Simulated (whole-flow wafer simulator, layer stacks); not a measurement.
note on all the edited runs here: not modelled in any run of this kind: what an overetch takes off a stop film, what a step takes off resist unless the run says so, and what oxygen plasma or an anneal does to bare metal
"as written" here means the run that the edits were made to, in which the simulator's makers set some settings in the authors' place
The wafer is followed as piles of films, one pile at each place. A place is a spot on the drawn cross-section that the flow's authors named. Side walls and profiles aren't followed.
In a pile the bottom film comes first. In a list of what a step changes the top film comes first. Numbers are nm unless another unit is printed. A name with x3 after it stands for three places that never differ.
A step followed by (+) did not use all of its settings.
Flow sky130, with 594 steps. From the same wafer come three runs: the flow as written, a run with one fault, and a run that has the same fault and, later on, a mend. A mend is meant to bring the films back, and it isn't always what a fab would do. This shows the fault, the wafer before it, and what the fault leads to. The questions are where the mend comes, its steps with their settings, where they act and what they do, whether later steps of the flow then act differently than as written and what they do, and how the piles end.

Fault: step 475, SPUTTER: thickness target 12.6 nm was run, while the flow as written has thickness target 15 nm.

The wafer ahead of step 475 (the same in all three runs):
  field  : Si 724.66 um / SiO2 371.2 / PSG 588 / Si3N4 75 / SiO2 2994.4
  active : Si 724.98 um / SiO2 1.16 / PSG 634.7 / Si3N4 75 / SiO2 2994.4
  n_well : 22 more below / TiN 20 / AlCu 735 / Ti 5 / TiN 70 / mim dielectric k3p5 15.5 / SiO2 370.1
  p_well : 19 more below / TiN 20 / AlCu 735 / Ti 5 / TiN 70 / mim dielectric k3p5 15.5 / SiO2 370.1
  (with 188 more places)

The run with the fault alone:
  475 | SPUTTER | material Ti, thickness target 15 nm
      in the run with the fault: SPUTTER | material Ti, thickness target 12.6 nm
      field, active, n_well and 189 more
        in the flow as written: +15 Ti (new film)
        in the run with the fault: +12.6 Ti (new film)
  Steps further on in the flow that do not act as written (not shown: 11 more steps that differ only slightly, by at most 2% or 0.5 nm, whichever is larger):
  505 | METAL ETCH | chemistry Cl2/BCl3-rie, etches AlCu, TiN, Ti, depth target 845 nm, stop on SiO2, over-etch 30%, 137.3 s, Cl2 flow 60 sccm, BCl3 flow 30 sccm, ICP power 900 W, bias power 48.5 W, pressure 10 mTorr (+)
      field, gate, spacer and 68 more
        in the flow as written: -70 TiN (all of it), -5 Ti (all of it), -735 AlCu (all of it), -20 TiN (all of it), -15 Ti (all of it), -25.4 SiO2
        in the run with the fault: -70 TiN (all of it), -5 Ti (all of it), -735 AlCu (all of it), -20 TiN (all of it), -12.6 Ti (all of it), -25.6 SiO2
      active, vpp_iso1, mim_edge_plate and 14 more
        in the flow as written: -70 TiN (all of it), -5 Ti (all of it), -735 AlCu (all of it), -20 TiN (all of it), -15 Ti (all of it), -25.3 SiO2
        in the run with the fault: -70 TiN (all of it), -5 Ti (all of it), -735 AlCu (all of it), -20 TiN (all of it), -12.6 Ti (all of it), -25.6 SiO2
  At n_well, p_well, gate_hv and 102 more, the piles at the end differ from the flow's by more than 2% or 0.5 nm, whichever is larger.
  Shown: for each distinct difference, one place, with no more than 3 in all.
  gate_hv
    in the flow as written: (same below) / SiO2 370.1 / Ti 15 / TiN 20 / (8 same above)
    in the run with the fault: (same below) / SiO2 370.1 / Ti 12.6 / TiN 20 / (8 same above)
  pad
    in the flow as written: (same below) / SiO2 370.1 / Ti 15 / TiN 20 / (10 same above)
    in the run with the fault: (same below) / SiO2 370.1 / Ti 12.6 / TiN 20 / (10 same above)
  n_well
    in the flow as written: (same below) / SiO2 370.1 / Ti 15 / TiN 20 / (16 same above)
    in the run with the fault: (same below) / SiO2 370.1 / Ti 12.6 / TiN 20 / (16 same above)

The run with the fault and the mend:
  The mend follows step 475.
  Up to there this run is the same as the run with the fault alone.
  475a | SPUTTER | material Ti, thickness target 2.4 nm (the flow's step 475, run once more with other settings)
      field, active, n_well and 189 more
        +2.4 Ti
  None of the later steps of the flow acts differently than as written at any place that is followed.
  The piles end the same as the flow's at every place that both follow.
